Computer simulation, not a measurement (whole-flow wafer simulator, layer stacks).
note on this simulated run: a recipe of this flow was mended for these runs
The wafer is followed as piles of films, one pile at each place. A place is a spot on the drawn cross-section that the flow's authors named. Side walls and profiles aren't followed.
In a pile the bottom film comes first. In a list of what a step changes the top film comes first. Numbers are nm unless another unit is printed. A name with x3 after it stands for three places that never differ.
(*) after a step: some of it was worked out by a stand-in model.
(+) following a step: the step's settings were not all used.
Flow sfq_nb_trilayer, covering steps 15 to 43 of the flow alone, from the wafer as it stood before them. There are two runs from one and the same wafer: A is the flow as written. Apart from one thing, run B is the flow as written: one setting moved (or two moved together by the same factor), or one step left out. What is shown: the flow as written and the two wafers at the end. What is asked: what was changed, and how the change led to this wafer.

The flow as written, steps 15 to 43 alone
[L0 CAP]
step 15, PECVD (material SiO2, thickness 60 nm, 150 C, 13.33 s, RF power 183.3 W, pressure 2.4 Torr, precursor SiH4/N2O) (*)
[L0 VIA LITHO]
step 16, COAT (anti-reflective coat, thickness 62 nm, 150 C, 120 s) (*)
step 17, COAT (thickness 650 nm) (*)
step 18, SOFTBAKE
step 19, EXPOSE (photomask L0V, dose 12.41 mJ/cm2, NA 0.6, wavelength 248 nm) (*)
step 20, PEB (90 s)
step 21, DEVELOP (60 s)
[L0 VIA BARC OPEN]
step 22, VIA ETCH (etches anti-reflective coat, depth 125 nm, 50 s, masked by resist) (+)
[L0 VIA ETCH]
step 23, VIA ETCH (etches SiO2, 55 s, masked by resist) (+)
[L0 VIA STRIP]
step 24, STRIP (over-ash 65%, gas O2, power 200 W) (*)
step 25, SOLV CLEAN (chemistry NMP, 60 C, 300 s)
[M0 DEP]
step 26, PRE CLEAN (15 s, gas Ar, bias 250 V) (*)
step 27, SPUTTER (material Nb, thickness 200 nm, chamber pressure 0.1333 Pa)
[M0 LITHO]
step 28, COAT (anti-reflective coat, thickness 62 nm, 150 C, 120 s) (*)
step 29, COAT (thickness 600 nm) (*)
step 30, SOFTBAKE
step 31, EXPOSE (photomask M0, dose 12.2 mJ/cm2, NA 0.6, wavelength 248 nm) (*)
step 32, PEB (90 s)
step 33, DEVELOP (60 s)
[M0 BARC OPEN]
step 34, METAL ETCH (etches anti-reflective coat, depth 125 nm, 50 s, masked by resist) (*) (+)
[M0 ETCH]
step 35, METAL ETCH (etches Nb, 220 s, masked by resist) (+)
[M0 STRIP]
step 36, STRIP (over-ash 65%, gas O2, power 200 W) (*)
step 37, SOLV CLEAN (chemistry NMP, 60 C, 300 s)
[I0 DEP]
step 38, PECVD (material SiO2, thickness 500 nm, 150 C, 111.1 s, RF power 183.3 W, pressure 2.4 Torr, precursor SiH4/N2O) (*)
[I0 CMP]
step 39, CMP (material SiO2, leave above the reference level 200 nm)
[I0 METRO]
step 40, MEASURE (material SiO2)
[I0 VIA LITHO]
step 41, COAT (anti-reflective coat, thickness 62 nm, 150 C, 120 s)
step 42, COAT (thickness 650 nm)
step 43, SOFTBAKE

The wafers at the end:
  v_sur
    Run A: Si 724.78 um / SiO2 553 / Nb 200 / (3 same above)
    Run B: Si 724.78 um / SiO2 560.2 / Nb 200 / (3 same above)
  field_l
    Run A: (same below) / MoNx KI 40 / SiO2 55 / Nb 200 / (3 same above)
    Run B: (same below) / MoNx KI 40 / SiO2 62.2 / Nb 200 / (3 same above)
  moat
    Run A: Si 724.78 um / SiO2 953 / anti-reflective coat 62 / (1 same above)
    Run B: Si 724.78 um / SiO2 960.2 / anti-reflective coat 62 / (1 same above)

Cause: step 15, PECVD: thickness 67.2 nm was run, while the flow as written has thickness 60 nm; step 15, PECVD: 14.93 s was run, where the flow has 13.33 s.

Step by step, how the change led to this:
  step 15, PECVD (material SiO2, thickness 60 nm, 150 C, 13.33 s, RF power 183.3 W, pressure 2.4 Torr, precursor SiH4/N2O) (*)
      v_sur, via_wl, via_w and 97 more: A +60 SiO2 | B +67.2 SiO2
      field_l, l0_sur, l0v, l0r_line_l, l0r_line_c, l0r_line_r: A +60 SiO2 (new film) | B +67.2 SiO2 (new film)
  step 23, VIA ETCH (etches SiO2, 55 s, masked by resist) (+)
      l0v: A -59.7 SiO2 (all of it), -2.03 MoNx KI | B -66.9 SiO2 (all of it), -1.31 MoNx KI
  step 28, COAT (anti-reflective coat, thickness 62 nm, 150 C, 120 s) (*)
      l0_sur: A +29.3 anti-reflective coat (new film) | B +27 anti-reflective coat (new film)
      l0v: A +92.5 anti-reflective coat (new film) | B +94.9 anti-reflective coat (new film)
  step 36, STRIP (over-ash 65%, gas O2, power 200 W) (*)
      l0_sur: A -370 KrF-resist-other-grade (all of it), -29.3 anti-reflective coat (all of it) | B -371.1 KrF-resist-other-grade (all of it), -27 anti-reflective coat (all of it)
      l0v: A -374.1 KrF-resist-other-grade (all of it), -92.5 anti-reflective coat (all of it) | B -377.8 KrF-resist-other-grade (all of it), -94.9 anti-reflective coat (all of it)
  step 39, CMP (material SiO2, leave above the reference level 200 nm)
      l0v: A -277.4 SiO2 | B -269.8 SiO2
